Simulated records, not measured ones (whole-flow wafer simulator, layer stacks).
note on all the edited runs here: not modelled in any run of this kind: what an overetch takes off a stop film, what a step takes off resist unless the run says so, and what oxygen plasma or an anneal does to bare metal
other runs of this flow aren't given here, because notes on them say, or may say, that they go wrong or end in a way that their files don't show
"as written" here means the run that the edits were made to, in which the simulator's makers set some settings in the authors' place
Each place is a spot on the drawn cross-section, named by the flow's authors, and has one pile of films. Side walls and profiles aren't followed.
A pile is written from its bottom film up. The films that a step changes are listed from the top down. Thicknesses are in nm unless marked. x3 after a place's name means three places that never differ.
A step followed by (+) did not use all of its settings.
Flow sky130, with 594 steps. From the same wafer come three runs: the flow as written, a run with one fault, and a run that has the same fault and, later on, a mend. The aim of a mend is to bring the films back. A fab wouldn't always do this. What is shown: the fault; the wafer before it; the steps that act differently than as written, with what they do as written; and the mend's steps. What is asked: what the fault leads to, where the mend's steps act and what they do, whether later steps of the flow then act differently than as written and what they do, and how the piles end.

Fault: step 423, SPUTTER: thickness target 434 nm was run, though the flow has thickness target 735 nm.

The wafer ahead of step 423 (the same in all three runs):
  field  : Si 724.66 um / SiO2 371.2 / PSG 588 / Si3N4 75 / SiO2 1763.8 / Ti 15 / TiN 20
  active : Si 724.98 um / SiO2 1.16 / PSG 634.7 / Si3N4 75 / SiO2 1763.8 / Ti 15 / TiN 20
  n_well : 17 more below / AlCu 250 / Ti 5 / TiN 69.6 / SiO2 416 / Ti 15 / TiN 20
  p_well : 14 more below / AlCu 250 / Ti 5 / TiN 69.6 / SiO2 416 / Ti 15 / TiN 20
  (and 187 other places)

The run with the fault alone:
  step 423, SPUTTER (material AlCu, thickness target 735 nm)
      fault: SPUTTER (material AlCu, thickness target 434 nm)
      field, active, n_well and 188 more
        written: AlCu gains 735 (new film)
        fault: AlCu gains 434 (new film)
  Steps further on in the flow that do not act as written (13 more steps, not shown, differ only slightly: by at most 2% or 0.5 nm, whichever is larger):
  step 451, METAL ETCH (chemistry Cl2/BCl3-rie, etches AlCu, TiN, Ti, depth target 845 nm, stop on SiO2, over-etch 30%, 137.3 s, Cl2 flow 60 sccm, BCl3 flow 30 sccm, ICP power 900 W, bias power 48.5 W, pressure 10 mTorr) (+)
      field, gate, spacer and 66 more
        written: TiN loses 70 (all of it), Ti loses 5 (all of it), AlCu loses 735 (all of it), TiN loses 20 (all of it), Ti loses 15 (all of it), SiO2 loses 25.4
        fault: TiN loses 70 (all of it), Ti loses 5 (all of it), AlCu loses 434 (all of it), TiN loses 20 (all of it), Ti loses 15 (all of it), SiO2 loses 55.5
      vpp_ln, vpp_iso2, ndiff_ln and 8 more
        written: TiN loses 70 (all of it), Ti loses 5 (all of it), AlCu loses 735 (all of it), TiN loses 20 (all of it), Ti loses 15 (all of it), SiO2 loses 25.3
        fault: TiN loses 70 (all of it), Ti loses 5 (all of it), AlCu loses 434 (all of it), TiN loses 20 (all of it), Ti loses 15 (all of it), SiO2 loses 55.4
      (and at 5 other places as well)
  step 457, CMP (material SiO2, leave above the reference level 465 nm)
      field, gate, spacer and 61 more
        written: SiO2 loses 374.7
        fault: SiO2 loses 645.6
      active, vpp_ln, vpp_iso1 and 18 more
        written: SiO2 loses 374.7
        fault: SiO2 loses 645.5
  By the end, the piles at field, active, n_well and 190 more depart from the flow's by more than 2% or 0.5 nm, whichever is larger.
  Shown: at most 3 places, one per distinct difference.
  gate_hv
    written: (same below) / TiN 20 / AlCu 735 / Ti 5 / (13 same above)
    fault: (same below) / TiN 20 / AlCu 434 / Ti 5 / (13 same above)
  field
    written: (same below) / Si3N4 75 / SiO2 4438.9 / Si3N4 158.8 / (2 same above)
    fault: (same below) / Si3N4 75 / SiO2 4137.9 / Si3N4 158.8 / (2 same above)
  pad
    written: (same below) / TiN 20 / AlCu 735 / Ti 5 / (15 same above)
    fault: (same below) / TiN 20 / AlCu 434 / Ti 5 / (15 same above)

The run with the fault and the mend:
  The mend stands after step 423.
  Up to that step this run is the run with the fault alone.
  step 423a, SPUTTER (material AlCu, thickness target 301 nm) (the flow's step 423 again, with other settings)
      field, active, n_well and 188 more
        AlCu gains 301
  None of the later steps of the flow acts differently than as written at any place that is followed.
  At every place that both follow, the piles at the end match the flow's.
